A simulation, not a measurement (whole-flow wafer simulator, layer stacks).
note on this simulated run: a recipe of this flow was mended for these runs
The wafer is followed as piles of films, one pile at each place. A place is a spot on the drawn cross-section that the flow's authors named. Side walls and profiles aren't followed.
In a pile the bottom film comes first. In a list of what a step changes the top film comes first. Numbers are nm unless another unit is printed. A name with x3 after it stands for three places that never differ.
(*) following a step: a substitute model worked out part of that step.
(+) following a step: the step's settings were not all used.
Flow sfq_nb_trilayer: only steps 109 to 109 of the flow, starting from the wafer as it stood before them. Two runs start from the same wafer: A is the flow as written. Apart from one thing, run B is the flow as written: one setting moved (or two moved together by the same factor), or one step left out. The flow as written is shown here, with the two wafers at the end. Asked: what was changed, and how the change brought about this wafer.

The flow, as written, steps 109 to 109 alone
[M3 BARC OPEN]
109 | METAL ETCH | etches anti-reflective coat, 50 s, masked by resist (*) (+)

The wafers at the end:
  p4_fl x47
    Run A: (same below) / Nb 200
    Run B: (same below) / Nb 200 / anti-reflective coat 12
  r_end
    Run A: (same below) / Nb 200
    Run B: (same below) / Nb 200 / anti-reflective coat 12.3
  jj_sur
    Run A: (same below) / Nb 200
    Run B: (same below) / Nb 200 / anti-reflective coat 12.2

What caused this: step 109, METAL ETCH: 20 s was run, though the flow has 50 s.

Step by step, how the change led to this:
  109 | METAL ETCH | etches anti-reflective coat, 50 s, masked by resist (*) (+)
      p4_fl x47, wl_d_m1, l0r_line_l x3, m0r_space_l x2: A -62 anti-reflective coat (all of it) | B -50 anti-reflective coat
      r_end, moat, field_r and 7 more: A -62.3 anti-reflective coat (all of it) | B -50 anti-reflective coat
      (also at 43 further places)
